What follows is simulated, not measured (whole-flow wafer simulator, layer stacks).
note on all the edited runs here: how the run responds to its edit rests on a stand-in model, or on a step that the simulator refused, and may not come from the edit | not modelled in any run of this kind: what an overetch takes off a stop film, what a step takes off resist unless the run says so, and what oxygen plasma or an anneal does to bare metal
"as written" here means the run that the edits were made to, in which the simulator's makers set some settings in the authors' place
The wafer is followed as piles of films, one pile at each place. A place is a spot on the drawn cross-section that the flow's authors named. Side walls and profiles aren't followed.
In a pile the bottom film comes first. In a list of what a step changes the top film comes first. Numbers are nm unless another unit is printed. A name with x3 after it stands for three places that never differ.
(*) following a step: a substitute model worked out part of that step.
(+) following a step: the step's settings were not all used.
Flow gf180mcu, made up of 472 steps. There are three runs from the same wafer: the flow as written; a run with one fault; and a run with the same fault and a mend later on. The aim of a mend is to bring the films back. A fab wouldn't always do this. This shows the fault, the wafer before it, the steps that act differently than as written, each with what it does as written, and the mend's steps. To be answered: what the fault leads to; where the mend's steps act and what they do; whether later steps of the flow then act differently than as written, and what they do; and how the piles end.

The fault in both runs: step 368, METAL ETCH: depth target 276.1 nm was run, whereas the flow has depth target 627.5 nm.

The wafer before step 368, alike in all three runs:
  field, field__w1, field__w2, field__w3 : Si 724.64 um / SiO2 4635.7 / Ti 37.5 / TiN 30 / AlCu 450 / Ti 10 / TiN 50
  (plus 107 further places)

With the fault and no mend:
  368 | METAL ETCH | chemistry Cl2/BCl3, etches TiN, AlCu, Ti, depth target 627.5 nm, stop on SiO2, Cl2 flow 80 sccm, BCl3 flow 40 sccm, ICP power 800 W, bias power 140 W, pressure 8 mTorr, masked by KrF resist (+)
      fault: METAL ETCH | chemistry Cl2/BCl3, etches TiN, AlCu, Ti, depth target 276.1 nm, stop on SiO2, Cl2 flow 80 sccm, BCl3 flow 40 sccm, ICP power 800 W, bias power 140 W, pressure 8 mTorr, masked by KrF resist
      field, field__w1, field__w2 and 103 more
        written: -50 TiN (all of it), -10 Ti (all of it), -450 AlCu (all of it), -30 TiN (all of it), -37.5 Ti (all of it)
        fault: -50 TiN (all of it), -10 Ti (all of it), -216.1 AlCu
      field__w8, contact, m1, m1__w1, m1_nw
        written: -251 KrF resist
        fault: -110.4 KrF resist
  Later steps of the flow acting differently than as written:
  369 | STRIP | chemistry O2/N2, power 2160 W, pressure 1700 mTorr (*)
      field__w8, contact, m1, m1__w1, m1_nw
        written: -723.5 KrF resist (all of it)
        fault: -864.1 KrF resist (all of it)
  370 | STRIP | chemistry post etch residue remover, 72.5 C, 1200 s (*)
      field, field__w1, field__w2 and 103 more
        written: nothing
        fault: -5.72 AlCu
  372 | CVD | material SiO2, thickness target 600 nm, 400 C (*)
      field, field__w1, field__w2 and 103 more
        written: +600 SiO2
        fault: +600 SiO2 (new film)
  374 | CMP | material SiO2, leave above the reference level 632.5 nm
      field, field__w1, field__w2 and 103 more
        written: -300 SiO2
        fault: -595.7 SiO2
  By the end, the piles at field, field__w1, field__w2 and 104 more depart from the flow's by more than 2% or 0.5 nm, whichever is larger.
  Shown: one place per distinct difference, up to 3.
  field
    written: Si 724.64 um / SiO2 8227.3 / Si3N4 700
    fault: Si 724.64 um / SiO2 4635.7 / Ti 37.5 / TiN 30 / AlCu 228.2 / SiO2 3295.9 / Si3N4 700
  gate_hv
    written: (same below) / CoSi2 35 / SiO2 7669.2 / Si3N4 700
    fault: (same below) / CoSi2 35 / SiO2 4077.6 / Ti 37.5 / TiN 30 / AlCu 228.2 / SiO2 3295.9 / Si3N4 700
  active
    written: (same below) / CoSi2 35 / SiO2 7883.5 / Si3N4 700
    fault: (same below) / CoSi2 35 / SiO2 4291.9 / Ti 37.5 / TiN 30 / AlCu 228.2 / SiO2 3295.9 / Si3N4 700

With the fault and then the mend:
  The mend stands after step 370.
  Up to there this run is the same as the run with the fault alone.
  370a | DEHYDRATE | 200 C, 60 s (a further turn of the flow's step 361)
      leaves every film unchanged at each place that is followed
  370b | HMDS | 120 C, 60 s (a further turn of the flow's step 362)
      leaves every film unchanged at each place that is followed
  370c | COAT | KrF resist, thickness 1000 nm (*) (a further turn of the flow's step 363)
      iso_ptap_pw, iso_ntap_nw, iso_nw_fld and 33 more
        +1000 KrF resist (new film)
      field__w5, field__w9, field_sub__w4 and 18 more
        +1001.8 KrF resist (new film)
      field__w6, field_sub, field_sub__w1 and 11 more
        +1001.9 KrF resist (new film)
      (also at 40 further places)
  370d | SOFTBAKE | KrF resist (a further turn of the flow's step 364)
      leaves every film unchanged at each place that is followed
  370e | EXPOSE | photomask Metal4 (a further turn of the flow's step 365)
      leaves every film unchanged at each place that is followed
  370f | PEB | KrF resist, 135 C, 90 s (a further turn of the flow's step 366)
      field__w1, field__w2, field__w3 and 59 more
        -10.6 KrF resist
      iso_ptap_pw, iso_ntap_nw, iso_nw_fld and 33 more
        -10.5 KrF resist
      sd_p, gate_p, nw_sep_fld
        -10.7 KrF resist
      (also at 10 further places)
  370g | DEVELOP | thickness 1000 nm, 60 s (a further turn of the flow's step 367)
      iso_ptap_pw, iso_ntap_nw, iso_nw_fld and 33 more
        -989.5 KrF resist (all of it)
      field_sub__w2, field_sub__w4, ld_gate_n and 12 more
        -991.2 KrF resist (all of it)
      field__w10, p_well, sti and 10 more
        -991.4 KrF resist (all of it)
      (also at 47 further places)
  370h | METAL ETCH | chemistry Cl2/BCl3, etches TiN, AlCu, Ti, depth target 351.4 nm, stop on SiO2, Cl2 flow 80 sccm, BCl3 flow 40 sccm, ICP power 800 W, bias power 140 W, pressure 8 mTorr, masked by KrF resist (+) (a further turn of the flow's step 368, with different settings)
      field, field__w1, field__w2 and 103 more
        -228.2 AlCu (all of it), -30 TiN (all of it), -37.5 Ti (all of it)
      field__w8, contact, m1, m1__w1, m1_nw
        -140.6 KrF resist
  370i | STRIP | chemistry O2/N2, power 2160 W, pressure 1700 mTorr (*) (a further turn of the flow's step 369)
      field__w8
        -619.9 KrF resist (all of it)
      contact
        -618.4 KrF resist (all of it)
      m1
        -619.8 KrF resist (all of it)
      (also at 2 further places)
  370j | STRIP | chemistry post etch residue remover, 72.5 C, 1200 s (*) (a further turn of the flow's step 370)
      field__w8, contact, m1, m1__w1, m1_nw
        -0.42 TiN
  Every later step of the flow that is run acts as written, at every place that is followed, to within 2% or 0.5 nm, whichever is larger.
  The piles end only slightly different from the flow's at the places that both follow, by no more than 2% or 0.5 nm, whichever is larger.
